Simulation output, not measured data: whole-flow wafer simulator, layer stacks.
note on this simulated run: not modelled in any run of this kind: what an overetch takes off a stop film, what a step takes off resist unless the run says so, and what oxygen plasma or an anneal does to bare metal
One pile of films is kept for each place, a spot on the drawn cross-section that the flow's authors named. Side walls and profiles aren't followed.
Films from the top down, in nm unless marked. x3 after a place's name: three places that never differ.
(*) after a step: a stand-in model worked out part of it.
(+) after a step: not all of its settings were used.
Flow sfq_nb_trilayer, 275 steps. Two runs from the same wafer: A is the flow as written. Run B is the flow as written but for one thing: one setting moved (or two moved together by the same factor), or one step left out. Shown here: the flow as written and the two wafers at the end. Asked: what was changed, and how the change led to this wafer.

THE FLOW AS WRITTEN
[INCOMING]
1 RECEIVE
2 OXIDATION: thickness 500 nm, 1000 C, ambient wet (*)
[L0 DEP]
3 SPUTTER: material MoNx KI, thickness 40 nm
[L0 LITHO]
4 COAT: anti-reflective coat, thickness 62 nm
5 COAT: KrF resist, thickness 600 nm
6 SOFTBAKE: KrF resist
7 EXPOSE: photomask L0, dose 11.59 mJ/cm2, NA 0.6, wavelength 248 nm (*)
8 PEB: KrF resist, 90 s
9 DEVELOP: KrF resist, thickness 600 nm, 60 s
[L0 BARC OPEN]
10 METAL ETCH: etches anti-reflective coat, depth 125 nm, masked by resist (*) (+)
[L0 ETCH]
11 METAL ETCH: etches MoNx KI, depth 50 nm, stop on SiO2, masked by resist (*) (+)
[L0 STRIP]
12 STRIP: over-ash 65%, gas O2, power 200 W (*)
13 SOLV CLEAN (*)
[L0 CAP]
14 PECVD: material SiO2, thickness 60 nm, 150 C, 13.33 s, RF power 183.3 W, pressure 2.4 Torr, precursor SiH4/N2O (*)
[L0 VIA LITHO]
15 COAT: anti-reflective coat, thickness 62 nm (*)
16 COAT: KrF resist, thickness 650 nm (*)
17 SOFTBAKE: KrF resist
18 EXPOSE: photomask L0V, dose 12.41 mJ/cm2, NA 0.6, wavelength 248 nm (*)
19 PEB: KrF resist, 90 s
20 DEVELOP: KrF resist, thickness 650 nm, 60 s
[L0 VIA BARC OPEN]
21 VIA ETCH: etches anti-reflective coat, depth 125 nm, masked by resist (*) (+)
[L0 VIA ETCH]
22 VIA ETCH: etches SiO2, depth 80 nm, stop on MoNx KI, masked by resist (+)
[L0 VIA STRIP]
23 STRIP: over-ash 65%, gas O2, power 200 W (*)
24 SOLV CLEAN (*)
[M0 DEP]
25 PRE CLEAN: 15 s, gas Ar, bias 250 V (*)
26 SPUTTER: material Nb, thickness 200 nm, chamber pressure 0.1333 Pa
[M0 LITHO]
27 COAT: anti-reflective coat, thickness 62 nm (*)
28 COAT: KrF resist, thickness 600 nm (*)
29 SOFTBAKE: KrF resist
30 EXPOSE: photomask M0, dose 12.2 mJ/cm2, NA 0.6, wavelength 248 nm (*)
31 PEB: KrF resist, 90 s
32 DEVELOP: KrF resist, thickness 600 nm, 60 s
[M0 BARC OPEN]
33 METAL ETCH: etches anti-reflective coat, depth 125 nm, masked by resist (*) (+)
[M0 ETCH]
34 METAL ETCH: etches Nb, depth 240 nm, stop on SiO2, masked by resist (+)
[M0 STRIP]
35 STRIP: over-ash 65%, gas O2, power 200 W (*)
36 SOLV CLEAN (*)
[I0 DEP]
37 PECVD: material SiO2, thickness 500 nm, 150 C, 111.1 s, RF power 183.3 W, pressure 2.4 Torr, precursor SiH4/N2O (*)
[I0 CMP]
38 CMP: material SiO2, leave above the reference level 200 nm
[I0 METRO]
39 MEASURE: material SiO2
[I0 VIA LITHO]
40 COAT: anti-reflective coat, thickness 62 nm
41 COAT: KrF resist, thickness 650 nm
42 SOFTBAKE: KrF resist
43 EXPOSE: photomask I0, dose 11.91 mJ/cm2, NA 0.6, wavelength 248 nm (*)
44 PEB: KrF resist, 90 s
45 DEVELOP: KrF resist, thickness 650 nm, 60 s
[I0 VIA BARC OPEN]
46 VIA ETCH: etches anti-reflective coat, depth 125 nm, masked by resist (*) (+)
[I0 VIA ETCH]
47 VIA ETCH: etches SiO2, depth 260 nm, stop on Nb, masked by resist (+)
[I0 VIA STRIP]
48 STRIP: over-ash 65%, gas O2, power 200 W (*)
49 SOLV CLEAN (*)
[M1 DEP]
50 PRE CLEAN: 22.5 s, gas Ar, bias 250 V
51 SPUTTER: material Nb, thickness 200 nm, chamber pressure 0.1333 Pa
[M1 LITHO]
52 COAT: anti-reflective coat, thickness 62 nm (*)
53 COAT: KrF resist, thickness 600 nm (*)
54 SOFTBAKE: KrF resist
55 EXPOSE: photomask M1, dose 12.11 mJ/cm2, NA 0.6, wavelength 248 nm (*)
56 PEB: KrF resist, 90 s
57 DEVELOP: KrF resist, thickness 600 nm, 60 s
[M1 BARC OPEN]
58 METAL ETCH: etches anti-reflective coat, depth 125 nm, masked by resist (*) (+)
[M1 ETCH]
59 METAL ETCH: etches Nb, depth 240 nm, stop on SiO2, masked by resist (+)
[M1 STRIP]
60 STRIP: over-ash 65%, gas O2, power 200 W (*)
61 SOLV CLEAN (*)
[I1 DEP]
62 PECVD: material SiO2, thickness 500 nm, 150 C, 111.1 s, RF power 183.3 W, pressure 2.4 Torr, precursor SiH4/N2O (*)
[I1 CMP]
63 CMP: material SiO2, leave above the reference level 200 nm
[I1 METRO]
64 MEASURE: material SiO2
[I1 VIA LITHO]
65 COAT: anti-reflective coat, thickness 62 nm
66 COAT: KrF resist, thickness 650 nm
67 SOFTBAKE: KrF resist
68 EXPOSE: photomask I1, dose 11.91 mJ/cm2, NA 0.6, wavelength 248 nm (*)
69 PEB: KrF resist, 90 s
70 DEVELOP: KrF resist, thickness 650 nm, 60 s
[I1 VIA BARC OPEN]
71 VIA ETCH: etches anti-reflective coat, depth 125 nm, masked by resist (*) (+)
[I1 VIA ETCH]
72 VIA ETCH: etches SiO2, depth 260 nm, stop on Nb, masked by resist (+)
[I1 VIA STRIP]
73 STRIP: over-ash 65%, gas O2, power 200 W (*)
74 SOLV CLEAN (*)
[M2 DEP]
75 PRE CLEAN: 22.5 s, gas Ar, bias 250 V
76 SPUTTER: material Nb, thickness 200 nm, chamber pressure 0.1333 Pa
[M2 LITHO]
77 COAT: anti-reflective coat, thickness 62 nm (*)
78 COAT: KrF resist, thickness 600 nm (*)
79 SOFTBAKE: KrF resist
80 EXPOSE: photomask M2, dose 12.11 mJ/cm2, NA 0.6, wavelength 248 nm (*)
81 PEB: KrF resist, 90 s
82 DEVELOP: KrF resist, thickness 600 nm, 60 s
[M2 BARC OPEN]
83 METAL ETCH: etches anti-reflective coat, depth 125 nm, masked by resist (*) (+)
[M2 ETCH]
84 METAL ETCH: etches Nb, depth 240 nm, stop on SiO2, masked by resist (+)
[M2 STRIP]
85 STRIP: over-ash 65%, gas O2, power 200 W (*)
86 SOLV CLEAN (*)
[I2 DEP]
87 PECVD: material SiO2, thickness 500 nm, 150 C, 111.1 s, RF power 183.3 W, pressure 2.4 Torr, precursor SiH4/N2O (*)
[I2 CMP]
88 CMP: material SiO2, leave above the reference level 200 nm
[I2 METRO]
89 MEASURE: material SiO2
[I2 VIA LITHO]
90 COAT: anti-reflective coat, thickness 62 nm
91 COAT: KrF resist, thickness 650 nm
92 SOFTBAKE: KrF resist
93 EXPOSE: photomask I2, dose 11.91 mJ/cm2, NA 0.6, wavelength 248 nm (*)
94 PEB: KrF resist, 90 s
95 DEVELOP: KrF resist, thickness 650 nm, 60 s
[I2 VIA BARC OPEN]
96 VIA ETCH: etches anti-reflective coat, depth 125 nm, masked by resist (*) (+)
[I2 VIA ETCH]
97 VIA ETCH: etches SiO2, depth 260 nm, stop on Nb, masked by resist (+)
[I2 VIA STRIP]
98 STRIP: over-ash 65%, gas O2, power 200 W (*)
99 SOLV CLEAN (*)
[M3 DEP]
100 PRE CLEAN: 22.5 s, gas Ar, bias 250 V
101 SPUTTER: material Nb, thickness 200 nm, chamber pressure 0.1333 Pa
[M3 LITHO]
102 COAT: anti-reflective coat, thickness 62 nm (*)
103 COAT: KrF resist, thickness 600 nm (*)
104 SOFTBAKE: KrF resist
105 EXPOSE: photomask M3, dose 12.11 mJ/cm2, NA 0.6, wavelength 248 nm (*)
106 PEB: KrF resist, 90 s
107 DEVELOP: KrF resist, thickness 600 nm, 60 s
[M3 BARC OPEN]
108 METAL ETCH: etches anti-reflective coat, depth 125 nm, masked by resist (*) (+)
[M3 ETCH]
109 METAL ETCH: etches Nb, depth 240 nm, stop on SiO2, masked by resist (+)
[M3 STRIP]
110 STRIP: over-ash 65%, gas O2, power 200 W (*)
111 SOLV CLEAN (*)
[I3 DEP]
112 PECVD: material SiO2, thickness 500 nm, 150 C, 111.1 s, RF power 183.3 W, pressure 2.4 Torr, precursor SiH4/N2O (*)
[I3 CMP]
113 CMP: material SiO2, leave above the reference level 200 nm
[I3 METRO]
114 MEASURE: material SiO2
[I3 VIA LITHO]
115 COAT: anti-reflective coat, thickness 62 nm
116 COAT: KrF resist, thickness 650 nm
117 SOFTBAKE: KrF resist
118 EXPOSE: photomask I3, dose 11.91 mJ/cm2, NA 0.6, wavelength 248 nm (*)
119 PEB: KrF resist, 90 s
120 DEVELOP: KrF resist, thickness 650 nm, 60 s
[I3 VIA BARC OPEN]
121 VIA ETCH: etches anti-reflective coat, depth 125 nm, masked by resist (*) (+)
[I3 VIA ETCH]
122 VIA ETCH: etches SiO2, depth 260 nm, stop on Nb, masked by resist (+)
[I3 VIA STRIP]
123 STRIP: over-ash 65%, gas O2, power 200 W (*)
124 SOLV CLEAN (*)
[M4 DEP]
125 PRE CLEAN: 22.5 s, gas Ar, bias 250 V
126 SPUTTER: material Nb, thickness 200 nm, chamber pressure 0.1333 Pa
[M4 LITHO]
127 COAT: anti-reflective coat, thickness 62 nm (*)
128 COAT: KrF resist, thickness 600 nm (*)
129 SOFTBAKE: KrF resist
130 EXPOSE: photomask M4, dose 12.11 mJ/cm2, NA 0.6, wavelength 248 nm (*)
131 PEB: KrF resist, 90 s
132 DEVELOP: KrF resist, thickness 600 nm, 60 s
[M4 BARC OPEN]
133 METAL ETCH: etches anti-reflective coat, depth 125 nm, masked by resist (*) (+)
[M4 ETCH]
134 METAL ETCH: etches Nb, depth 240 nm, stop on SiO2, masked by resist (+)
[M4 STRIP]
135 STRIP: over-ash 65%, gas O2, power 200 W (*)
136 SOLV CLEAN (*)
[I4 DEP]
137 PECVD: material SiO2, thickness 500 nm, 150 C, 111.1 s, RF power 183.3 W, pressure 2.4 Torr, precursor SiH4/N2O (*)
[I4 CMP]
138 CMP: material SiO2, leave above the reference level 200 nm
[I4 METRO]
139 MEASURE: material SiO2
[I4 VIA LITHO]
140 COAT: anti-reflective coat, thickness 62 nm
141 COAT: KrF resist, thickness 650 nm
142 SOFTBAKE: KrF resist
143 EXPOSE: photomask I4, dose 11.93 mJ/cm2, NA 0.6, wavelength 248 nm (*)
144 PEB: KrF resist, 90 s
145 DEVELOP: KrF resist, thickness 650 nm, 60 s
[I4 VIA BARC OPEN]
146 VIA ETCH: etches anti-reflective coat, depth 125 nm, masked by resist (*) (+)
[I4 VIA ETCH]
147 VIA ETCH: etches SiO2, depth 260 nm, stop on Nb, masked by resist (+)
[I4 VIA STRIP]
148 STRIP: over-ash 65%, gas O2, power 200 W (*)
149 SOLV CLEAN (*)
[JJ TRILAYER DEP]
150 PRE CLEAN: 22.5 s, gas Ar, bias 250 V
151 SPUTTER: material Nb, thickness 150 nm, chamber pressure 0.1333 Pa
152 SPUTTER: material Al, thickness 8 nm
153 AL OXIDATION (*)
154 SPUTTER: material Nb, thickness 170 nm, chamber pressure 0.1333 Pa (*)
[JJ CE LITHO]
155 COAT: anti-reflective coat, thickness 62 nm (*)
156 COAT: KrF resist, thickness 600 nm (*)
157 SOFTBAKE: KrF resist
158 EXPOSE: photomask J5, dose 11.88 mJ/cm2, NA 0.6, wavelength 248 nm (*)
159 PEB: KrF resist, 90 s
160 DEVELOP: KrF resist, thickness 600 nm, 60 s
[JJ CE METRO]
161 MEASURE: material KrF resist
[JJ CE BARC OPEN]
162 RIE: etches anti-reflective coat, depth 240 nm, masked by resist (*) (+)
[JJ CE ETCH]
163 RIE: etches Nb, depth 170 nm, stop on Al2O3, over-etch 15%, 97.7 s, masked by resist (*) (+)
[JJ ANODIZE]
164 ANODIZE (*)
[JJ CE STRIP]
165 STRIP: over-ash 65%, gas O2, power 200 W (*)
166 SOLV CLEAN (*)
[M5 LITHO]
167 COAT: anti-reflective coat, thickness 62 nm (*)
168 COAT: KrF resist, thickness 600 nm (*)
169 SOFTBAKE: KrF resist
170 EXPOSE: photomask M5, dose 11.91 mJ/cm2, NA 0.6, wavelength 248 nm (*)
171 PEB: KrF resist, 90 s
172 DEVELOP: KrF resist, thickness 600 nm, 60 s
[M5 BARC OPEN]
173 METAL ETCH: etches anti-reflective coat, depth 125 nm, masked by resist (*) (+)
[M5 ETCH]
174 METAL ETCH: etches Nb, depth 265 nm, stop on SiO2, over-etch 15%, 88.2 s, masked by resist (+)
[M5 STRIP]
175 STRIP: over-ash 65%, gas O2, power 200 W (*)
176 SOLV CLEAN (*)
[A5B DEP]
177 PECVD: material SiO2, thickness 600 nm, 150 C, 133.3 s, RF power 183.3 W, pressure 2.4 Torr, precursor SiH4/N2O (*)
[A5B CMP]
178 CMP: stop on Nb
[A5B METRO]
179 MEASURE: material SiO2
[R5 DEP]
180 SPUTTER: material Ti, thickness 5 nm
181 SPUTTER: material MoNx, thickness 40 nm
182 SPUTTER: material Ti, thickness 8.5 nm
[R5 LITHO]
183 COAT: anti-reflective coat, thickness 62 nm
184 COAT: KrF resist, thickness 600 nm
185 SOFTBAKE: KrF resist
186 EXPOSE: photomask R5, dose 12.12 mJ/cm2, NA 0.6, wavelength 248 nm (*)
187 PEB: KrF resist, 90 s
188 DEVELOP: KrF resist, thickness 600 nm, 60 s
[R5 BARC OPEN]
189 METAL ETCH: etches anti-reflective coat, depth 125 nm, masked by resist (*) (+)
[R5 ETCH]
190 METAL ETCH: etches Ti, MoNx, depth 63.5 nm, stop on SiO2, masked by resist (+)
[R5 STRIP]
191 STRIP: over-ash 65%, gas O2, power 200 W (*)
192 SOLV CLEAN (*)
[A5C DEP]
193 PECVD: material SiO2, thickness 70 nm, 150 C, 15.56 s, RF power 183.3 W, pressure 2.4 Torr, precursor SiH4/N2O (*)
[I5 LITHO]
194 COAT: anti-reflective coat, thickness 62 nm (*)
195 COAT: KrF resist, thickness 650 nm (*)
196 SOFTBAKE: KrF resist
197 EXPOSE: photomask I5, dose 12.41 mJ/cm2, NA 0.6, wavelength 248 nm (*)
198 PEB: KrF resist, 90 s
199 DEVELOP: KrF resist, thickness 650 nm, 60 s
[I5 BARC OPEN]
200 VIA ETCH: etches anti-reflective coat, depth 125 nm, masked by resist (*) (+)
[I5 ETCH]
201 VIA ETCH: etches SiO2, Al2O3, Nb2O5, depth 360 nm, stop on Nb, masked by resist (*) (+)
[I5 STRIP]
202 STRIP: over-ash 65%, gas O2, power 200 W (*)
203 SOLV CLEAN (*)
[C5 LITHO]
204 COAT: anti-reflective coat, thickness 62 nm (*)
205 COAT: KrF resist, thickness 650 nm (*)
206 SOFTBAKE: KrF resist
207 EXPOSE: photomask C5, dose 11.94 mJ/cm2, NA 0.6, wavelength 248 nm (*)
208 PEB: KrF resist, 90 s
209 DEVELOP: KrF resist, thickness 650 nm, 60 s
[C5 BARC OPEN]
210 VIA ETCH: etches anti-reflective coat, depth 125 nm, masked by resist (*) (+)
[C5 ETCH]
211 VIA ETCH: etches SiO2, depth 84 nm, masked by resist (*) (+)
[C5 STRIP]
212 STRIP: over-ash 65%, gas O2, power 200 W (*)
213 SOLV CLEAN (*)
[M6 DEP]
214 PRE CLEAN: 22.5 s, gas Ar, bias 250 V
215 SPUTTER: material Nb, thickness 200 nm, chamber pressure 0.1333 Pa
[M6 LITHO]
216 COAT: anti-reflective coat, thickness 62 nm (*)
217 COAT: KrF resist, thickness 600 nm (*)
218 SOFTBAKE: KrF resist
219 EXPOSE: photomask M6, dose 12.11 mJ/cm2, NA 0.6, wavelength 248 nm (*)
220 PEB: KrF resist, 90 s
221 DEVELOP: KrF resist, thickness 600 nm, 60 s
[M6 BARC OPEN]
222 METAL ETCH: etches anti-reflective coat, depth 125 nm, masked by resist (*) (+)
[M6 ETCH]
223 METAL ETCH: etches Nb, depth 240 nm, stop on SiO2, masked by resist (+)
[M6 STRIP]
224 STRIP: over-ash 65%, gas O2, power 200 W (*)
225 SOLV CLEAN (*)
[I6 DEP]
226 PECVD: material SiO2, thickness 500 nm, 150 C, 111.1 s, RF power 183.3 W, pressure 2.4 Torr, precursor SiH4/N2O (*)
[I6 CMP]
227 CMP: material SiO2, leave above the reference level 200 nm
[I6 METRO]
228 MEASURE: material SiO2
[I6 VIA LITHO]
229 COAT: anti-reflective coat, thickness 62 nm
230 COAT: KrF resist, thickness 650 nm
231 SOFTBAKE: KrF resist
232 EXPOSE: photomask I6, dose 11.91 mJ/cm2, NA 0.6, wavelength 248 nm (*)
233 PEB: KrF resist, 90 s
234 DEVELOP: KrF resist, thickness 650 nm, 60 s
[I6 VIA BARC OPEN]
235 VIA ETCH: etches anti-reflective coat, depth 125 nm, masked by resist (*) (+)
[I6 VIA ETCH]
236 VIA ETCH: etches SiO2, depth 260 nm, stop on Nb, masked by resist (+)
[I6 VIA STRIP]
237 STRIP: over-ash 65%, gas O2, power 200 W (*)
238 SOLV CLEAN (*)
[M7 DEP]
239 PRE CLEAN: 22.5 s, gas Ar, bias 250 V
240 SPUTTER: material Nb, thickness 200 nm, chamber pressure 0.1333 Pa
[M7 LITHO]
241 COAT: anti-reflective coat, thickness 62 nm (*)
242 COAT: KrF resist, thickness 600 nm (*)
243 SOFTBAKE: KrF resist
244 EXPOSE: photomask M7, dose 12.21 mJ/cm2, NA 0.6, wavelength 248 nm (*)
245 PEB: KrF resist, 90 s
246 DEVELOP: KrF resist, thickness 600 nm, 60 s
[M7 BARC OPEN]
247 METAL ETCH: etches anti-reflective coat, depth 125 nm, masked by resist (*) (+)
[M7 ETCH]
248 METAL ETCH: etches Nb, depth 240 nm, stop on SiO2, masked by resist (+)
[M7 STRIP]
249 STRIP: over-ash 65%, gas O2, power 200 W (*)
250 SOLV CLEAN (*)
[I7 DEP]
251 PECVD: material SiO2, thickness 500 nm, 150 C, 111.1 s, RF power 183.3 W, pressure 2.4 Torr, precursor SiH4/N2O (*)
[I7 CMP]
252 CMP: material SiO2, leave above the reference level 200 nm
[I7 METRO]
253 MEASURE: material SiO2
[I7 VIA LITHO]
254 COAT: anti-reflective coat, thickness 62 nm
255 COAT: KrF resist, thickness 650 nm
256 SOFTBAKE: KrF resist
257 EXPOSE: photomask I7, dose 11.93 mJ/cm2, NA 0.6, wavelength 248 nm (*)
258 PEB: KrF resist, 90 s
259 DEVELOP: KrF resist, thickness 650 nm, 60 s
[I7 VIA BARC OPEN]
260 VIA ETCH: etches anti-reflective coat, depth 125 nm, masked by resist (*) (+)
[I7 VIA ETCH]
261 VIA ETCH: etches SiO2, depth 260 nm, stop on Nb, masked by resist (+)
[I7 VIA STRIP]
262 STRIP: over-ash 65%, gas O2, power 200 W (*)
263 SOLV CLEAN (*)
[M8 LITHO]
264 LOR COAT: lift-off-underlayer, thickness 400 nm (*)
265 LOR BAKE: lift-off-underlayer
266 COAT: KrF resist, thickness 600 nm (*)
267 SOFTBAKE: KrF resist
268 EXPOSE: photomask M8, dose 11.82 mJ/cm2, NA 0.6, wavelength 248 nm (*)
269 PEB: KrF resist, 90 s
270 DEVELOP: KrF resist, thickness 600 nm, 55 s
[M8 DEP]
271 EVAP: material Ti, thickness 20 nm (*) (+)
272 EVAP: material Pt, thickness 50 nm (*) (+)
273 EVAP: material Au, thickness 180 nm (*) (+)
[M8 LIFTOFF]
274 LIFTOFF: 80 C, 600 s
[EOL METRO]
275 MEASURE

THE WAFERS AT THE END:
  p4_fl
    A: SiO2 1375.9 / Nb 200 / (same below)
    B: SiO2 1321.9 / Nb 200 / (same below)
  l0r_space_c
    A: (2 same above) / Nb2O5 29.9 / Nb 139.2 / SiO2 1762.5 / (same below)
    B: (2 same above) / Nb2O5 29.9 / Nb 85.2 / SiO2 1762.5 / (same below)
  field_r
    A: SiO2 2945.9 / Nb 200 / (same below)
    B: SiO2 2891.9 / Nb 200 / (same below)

The cause: step 151, SPUTTER: thickness 96 nm was run, where the flow has thickness 150 nm.

How the change led to this, step by step:
  151 SPUTTER: material Nb, thickness 150 nm, chamber pressure 0.1333 Pa
      field_l, v_sur, via_sp and 100 more: A Nb +150 (new film) | B Nb +96 (new film)
      via_wl, via_wr: A Nb +130.4 | B Nb +68.6
      (and at 1 more place)
  154 SPUTTER: material Nb, thickness 170 nm, chamber pressure 0.1333 Pa (*)
      via_w: A Nb +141 (new film) | B Nb +144.6 (new film)
  155 COAT: anti-reflective coat, thickness 62 nm (*)
      via_wl, via_wr: A anti-reflective coat +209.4 (new film) | B anti-reflective coat +230.9 (new film)
      via_w: A anti-reflective coat +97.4 (new film) | B anti-reflective coat +99.5 (new film)
  162 RIE: etches anti-reflective coat, depth 240 nm, masked by resist (*) (+)
      ce_l, c5j, ce_r, wl_jj: A KrF resist -209.4 | B KrF resist -230.9
      via_wl, via_wr: A anti-reflective coat -209.4 (all of it) | B anti-reflective coat -230.9 (all of it)
      (and at 1 more place)
  163 RIE: etches Nb, depth 170 nm, stop on Al2O3, over-etch 15%, 97.7 s, masked by resist (*) (+)
      via_w: A Nb -141 (all of it), Al2O3 -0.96 (all of it) | B Nb -144.6 (all of it), Al2O3 -0.96 (all of it)
  164 ANODIZE (*)
      via_wl, via_wr: A Al2O3 +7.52 (new film), Nb2O5 +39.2 (new film), Al -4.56 (all of it), Nb -14.1 | B Al2O3 +8 (new film), Nb2O5 +38.3 (new film), Al -4.85 (all of it), Nb -13.8
  165 STRIP: over-ash 65%, gas O2, power 200 W (*)
      c5j, ce_r: A KrF resist -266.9 (all of it), anti-reflective coat -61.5 (all of it) | B KrF resist -245.5 (all of it), anti-reflective coat -61.5 (all of it)
      ce_l: A KrF resist -266.8 (all of it), anti-reflective coat -61.4 (all of it) | B KrF resist -245.4 (all of it), anti-reflective coat -61.5 (all of it)
      (and at 1 more place)
  167 COAT: anti-reflective coat, thickness 62 nm (*)
      via_wl: A anti-reflective coat +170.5 (new film) | B anti-reflective coat +177 (new film)
      via_w: A anti-reflective coat +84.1 (new film) | B anti-reflective coat +78.5 (new film)
      (and at 1 more place)
  174 METAL ETCH: etches Nb, depth 265 nm, stop on SiO2, over-etch 15%, 88.2 s, masked by resist (+)
      field_l, r_sur, res and 50 more: A Al2O3 -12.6 (all of it), Nb2O5 -29.9 (all of it), Nb -139.2 (all of it), SiO2 -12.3 | B Al2O3 -12.6 (all of it), Nb2O5 -29.9 (all of it), Nb -85.2 (all of it), SiO2 -17.7
  175 STRIP: over-ash 65%, gas O2, power 200 W (*)
      via_wl: A KrF resist -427 (all of it), anti-reflective coat -170.5 (all of it) | B KrF resist -429.9 (all of it), anti-reflective coat -177 (all of it)
      via_w: A KrF resist -503.5 (all of it), anti-reflective coat -84.1 (all of it) | B KrF resist -497.7 (all of it), anti-reflective coat -78.5 (all of it)
      (and at 1 more place)
  177 PECVD: material SiO2, thickness 600 nm, 150 C, 133.3 s, RF power 183.3 W, pressure 2.4 Torr, precursor SiH4/N2O (*)
      via_wl, via_wr: A SiO2 +600 (new film) | B SiO2 +616.3 (new film)
  178 CMP: stop on Nb
      field_l, p4_fl, p4_fm and 39 more: A SiO2 -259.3 | B SiO2 -307.9
      r_sur, res, r_end, moat, field_r, lsp_l: A SiO2 -252.3 | B SiO2 -307.9
      (and at 8 more places)
